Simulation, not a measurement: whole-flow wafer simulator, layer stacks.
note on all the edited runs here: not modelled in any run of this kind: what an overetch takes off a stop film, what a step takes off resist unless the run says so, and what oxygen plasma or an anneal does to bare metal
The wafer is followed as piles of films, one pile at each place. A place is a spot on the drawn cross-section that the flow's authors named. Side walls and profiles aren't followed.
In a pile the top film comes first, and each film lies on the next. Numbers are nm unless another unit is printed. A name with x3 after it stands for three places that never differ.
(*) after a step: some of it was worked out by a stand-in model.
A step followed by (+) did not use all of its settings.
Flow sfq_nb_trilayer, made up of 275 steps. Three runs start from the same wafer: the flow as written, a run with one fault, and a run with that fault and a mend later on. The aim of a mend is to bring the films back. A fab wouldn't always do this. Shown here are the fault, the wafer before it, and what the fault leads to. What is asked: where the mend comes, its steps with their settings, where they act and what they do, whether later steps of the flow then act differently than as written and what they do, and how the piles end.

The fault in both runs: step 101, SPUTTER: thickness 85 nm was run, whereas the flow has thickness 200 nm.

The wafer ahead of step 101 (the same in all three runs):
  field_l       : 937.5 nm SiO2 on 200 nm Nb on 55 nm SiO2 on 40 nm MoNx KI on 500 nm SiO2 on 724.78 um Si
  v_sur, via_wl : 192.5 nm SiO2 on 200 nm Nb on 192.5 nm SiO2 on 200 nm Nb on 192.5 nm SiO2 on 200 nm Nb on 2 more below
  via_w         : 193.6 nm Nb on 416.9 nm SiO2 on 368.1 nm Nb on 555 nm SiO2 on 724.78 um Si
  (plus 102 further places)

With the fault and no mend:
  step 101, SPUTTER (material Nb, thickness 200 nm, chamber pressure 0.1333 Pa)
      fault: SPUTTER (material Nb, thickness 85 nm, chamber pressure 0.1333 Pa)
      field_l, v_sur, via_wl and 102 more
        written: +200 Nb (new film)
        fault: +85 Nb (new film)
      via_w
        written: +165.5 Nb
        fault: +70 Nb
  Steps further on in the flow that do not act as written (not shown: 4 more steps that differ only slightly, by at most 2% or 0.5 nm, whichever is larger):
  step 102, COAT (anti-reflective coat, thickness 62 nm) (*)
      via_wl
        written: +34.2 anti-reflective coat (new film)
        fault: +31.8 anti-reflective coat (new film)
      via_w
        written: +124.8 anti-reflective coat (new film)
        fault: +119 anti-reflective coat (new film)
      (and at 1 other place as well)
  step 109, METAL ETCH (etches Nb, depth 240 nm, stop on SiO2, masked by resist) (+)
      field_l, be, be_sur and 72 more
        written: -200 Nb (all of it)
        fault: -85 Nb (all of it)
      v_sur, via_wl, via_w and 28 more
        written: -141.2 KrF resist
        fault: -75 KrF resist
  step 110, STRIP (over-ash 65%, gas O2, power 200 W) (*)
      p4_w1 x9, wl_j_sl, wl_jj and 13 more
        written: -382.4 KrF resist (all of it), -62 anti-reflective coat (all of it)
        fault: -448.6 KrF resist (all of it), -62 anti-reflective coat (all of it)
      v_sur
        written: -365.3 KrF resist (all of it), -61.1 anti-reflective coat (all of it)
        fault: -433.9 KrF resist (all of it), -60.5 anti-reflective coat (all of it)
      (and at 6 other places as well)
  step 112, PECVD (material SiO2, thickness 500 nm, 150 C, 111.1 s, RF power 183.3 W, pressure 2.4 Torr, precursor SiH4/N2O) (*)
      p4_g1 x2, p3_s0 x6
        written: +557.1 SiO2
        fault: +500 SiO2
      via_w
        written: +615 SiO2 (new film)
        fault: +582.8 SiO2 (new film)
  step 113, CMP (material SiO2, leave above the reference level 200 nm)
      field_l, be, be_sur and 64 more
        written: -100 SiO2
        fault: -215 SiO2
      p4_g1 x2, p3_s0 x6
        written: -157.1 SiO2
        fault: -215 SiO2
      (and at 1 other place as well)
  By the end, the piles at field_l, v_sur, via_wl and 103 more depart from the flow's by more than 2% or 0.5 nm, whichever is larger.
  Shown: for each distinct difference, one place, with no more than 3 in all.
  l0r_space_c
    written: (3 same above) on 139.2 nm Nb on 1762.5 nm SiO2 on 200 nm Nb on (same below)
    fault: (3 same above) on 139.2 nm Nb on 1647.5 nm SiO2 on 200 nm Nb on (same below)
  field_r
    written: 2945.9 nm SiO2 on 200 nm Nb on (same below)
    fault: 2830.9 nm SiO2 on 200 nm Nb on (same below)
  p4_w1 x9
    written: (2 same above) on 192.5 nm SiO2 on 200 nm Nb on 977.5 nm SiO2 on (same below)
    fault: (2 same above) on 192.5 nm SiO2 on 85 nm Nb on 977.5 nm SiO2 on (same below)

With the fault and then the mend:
  The mend follows step 101.
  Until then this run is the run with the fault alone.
  step 101a, SPUTTER (material Nb, thickness 115 nm, chamber pressure 0.1333 Pa) (the flow's step 101, run once more with other settings)
      field_l, v_sur, via_wl and 102 more
        +115 Nb
      via_w
        +94.9 Nb
  Every later step of the flow that is run acts as written, at every place that is followed, to within 2% or 0.5 nm, whichever is larger.
  When the end is reached, the piles differ only a little from the flow's at the places that both follow, at most by 2% or 0.5 nm, whichever is larger.
